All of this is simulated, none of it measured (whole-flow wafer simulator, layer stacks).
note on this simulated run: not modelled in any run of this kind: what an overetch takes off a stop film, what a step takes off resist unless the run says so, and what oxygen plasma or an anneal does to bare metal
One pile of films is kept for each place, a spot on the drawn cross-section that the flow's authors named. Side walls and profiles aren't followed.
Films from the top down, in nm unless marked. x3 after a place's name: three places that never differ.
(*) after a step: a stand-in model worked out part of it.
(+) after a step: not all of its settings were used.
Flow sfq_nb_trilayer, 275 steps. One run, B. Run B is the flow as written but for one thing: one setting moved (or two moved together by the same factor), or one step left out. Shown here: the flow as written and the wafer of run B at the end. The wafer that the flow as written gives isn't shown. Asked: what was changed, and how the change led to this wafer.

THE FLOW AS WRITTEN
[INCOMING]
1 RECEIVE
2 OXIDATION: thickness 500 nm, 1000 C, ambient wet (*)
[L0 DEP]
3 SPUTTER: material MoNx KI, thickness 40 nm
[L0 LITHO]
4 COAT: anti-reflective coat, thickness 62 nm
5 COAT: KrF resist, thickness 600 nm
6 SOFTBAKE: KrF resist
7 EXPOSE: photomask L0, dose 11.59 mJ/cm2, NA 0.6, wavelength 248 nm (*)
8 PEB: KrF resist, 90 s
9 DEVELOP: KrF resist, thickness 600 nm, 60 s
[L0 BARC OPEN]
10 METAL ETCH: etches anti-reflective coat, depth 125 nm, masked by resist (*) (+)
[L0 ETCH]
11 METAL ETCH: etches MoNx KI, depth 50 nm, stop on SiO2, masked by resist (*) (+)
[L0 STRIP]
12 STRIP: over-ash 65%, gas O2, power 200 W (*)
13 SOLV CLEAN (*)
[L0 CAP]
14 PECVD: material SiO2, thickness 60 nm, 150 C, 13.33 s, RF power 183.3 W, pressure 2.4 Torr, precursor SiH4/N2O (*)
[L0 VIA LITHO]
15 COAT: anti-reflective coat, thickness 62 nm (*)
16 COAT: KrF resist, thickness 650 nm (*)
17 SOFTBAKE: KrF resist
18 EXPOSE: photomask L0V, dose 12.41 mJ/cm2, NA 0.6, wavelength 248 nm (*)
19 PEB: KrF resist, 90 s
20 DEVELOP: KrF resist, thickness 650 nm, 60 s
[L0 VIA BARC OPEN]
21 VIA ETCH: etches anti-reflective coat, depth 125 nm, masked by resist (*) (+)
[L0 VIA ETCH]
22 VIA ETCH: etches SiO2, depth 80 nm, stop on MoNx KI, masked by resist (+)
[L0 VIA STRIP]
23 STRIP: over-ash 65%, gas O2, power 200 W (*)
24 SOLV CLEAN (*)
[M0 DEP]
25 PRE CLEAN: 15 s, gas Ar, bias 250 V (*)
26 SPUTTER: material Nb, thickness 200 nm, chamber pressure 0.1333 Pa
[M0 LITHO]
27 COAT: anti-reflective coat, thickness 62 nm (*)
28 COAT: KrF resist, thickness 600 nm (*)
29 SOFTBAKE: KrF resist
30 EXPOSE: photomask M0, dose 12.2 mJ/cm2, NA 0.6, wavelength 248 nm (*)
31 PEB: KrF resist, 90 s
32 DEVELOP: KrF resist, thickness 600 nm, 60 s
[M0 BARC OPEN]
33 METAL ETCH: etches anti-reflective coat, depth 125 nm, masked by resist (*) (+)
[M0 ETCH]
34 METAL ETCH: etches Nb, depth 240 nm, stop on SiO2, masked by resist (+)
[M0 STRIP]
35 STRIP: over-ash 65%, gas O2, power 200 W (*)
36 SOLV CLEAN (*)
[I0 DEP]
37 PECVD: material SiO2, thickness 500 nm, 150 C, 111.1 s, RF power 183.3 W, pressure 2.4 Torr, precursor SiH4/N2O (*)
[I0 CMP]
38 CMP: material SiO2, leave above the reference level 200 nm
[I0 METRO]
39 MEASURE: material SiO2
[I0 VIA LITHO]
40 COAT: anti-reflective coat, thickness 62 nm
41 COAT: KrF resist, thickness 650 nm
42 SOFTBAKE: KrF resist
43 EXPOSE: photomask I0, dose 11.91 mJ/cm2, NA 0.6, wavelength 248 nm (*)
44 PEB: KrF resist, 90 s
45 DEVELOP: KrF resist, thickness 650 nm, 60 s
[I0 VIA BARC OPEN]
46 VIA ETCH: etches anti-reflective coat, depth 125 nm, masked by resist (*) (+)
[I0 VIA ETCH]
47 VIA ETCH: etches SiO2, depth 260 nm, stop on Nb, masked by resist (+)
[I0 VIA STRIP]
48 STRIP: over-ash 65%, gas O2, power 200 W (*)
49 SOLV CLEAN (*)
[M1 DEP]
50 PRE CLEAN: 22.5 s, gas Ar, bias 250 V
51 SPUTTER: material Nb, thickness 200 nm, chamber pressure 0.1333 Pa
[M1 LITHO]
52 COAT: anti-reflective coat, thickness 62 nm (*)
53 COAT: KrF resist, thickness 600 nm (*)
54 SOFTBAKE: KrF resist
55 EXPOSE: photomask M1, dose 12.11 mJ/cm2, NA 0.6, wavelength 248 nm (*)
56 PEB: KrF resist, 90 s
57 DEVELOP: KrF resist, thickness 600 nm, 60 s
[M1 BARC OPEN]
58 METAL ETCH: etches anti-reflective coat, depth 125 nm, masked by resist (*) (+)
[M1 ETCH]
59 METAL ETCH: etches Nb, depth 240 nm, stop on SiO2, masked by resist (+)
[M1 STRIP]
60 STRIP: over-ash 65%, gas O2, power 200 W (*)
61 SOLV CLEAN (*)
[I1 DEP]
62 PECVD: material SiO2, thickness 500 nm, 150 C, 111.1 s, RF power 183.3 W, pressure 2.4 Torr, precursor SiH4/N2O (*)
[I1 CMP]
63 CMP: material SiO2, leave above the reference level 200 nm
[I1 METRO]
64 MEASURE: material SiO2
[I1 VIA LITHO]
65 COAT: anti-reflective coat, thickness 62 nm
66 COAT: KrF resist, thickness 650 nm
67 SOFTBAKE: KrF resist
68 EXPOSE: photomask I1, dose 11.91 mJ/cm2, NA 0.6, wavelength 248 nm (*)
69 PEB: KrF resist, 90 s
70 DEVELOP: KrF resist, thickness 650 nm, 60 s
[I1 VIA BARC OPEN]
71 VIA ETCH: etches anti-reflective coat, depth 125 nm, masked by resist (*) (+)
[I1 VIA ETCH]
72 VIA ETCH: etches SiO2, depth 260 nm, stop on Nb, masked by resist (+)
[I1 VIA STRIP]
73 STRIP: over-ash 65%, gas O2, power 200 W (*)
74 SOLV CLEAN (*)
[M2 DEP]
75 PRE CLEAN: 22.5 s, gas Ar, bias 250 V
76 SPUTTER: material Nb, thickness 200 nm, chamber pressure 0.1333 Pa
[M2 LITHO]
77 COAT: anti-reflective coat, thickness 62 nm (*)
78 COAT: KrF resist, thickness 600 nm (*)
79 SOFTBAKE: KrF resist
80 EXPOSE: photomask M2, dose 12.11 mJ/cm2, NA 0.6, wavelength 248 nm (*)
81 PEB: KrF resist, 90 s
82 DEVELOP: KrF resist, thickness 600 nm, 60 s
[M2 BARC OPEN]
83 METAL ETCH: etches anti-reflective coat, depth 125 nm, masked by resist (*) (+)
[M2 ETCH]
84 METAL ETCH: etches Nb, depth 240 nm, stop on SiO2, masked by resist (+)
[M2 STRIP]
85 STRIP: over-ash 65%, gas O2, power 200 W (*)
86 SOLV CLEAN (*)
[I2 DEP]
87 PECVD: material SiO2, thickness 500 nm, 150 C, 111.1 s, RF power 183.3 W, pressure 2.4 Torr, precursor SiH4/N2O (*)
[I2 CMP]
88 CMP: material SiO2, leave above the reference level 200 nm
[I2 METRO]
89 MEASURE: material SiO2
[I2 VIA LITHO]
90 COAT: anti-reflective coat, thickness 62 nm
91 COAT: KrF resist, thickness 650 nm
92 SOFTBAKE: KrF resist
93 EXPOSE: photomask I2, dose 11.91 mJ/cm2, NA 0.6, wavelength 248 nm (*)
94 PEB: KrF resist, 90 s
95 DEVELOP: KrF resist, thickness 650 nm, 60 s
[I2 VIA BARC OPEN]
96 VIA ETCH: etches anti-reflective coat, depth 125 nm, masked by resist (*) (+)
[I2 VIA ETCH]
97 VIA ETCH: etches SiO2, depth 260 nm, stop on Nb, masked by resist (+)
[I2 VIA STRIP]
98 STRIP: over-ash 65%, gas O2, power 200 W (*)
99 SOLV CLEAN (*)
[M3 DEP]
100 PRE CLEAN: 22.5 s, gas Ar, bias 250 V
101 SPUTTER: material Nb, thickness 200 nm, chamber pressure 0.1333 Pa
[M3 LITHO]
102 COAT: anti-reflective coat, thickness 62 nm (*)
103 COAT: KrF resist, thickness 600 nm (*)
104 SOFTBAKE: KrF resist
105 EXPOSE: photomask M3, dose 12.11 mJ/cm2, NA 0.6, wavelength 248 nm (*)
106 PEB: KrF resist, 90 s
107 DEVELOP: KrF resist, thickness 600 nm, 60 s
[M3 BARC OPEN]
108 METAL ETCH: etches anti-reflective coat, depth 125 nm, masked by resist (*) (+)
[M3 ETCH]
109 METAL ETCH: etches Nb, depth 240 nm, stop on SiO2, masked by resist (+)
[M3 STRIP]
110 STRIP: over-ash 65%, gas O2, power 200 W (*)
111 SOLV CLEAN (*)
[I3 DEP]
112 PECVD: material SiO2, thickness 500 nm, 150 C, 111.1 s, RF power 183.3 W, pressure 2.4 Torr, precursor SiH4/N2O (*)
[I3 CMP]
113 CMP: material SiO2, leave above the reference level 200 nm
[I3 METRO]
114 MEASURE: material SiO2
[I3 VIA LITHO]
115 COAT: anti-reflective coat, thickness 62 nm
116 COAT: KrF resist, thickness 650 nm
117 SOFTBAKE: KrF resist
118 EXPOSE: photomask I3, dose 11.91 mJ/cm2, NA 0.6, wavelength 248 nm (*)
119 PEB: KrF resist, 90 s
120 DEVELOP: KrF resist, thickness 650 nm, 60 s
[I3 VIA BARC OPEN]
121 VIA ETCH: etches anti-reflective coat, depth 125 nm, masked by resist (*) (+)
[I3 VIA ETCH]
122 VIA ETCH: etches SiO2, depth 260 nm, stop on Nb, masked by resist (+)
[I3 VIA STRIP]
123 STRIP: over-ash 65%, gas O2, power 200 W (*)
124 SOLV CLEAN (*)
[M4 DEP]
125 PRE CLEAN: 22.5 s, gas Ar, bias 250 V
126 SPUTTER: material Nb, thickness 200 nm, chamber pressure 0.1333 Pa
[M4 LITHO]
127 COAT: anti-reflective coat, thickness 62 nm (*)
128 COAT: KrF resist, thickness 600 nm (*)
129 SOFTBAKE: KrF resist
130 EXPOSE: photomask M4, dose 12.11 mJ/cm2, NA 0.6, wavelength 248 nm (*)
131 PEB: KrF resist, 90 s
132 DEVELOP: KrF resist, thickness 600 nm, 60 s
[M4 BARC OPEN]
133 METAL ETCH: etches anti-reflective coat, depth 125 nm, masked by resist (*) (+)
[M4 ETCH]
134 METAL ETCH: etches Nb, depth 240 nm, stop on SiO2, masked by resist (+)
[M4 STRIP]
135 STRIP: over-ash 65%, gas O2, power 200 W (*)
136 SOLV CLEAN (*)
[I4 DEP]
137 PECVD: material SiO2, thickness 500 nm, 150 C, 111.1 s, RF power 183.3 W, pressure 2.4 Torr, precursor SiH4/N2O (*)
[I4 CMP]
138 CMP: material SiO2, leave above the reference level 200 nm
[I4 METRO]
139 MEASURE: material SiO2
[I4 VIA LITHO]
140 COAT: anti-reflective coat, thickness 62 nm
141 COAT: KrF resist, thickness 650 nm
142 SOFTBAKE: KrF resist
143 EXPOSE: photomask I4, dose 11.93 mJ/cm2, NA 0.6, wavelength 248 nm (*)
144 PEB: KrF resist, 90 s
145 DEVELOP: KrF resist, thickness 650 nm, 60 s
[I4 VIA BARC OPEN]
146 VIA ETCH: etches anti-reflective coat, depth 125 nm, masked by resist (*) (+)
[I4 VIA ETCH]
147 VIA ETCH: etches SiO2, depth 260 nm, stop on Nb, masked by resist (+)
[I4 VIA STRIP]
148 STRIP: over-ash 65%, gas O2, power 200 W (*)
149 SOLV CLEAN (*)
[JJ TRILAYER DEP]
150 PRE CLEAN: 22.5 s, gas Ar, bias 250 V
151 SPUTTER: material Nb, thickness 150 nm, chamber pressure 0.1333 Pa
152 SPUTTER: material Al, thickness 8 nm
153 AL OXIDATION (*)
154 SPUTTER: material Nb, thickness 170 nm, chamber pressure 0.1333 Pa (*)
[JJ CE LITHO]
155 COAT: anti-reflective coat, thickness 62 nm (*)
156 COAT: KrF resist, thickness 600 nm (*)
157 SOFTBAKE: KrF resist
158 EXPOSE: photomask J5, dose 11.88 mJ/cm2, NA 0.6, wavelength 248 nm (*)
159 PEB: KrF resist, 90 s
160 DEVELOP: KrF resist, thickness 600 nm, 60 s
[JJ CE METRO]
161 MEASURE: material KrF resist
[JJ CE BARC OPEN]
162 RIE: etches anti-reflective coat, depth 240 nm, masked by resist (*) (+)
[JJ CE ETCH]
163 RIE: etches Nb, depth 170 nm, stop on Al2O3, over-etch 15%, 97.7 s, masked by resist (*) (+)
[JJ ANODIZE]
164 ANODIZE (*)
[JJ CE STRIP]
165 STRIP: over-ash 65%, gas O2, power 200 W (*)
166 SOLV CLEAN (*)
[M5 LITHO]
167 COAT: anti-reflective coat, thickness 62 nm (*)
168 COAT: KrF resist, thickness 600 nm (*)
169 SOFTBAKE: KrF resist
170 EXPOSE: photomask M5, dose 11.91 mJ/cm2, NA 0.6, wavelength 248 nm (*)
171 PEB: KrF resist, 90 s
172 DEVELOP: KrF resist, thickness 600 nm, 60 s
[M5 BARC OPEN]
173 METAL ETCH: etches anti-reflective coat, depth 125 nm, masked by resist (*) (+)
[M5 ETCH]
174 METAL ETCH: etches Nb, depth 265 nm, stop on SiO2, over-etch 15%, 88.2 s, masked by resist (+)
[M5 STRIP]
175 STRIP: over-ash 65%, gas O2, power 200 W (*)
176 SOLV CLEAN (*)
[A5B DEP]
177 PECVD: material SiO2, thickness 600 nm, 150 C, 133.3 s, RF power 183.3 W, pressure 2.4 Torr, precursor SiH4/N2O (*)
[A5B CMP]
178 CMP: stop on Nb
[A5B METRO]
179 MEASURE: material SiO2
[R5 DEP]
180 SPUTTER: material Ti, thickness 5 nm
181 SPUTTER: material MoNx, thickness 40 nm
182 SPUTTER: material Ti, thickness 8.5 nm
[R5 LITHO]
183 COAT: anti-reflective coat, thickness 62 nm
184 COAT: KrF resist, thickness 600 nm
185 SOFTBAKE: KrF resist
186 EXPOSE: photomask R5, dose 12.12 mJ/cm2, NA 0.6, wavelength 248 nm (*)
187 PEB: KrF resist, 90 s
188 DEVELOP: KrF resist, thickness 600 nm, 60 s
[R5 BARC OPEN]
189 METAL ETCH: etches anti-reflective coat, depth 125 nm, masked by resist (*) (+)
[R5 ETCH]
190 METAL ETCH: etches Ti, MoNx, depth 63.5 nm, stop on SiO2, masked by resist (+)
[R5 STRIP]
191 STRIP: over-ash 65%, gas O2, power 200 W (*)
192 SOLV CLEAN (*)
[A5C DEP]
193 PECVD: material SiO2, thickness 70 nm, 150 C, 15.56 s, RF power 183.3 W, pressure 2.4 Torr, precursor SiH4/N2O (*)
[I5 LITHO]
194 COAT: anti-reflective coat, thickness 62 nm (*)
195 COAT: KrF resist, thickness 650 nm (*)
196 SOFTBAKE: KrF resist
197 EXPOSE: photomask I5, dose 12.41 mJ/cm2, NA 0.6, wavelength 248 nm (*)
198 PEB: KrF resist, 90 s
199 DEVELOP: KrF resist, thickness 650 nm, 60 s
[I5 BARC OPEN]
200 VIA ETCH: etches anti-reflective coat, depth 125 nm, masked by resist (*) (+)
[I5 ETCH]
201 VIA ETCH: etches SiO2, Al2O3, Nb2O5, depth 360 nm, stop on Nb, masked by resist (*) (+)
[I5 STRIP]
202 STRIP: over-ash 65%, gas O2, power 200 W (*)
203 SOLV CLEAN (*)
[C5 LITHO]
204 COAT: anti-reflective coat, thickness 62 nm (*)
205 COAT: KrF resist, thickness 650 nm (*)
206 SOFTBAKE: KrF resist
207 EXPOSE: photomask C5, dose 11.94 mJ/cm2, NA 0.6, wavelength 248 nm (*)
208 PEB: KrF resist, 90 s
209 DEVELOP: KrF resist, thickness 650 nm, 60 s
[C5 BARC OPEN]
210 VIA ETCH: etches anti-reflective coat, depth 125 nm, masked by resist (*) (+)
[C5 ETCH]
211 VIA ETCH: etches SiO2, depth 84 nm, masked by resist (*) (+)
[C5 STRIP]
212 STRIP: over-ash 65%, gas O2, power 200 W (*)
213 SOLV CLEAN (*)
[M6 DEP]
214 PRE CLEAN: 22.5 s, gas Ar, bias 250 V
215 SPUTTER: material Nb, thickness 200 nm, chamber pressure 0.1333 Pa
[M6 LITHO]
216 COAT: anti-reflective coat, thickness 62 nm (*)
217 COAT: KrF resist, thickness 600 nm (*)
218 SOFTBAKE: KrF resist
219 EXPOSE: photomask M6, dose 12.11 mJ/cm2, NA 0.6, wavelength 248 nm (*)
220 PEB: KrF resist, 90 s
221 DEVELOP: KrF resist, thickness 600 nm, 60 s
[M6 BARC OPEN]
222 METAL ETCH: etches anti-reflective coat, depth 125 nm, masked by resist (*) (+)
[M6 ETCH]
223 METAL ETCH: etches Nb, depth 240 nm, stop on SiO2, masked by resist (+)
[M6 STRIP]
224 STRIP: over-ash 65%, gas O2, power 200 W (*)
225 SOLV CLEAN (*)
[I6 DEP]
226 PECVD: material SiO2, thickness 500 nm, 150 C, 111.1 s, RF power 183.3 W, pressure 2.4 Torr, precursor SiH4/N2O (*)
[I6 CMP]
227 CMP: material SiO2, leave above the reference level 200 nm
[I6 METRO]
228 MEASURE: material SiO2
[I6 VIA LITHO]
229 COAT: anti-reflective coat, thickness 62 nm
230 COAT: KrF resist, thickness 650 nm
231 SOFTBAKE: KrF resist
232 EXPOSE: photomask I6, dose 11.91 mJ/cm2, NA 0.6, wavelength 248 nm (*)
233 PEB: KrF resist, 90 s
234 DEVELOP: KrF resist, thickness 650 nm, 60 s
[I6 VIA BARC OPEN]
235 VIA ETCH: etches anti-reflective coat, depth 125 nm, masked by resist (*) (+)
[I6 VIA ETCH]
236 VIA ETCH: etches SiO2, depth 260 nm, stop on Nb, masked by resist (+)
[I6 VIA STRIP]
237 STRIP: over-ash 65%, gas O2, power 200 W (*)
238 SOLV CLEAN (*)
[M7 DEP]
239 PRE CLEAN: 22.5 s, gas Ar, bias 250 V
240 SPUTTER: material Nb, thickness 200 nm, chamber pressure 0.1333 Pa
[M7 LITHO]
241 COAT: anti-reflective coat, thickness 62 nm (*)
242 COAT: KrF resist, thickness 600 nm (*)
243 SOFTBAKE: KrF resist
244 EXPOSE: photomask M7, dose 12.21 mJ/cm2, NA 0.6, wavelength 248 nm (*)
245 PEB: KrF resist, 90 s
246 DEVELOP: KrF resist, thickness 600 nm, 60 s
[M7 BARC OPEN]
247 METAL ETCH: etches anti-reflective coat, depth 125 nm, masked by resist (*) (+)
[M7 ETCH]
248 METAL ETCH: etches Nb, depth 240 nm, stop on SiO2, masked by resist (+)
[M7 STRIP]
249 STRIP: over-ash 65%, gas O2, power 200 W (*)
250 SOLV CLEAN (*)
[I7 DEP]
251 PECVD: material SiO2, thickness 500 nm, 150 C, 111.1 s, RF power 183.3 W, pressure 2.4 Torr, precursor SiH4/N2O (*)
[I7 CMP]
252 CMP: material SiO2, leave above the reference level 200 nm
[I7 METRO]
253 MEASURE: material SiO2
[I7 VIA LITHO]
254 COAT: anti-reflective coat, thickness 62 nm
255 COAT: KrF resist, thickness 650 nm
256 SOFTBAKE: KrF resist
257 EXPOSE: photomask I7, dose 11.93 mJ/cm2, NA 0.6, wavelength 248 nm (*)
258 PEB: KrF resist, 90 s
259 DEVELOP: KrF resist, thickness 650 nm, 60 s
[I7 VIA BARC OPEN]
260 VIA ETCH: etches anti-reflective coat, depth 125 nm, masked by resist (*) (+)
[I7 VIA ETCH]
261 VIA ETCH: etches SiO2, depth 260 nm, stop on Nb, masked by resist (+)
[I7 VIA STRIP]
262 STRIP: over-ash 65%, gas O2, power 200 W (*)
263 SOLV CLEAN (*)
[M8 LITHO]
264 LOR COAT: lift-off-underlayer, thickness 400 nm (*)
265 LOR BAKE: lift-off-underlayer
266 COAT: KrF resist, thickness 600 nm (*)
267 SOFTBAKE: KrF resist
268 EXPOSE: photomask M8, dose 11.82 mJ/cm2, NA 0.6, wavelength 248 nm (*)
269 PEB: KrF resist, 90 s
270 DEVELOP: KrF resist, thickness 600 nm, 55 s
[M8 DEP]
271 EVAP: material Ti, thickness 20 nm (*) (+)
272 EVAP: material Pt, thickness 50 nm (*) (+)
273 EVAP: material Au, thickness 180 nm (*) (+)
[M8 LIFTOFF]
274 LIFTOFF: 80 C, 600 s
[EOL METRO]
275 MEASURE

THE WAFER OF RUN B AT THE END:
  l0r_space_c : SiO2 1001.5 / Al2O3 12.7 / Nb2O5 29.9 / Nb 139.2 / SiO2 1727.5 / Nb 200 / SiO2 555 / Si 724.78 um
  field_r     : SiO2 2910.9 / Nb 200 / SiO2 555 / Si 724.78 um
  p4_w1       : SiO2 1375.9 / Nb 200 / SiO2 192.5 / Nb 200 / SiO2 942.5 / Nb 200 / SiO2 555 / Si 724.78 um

The cause: step 76, SPUTTER: thickness 165 nm was run, where the flow has thickness 200 nm.

How the change led to this, step by step:
  76 SPUTTER: material Nb, thickness 200 nm, chamber pressure 0.1333 Pa
      field_l, v_sur, via_wl and 102 more: Nb +165 (new film) (as written it would be: Nb +200 (new film))
      via_v: Nb +144.4 (as written it would be: Nb +174.5)
  84 METAL ETCH: etches Nb, depth 240 nm, stop on SiO2, masked by resist (+)
      field_l, be, be_sur and 81 more: Nb -165 (all of it) (as written it would be: Nb -200 (all of it))
  88 CMP: material SiO2, leave above the reference level 200 nm
      field_l, be, be_sur and 81 more: SiO2 -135 (as written it would be: SiO2 -100)
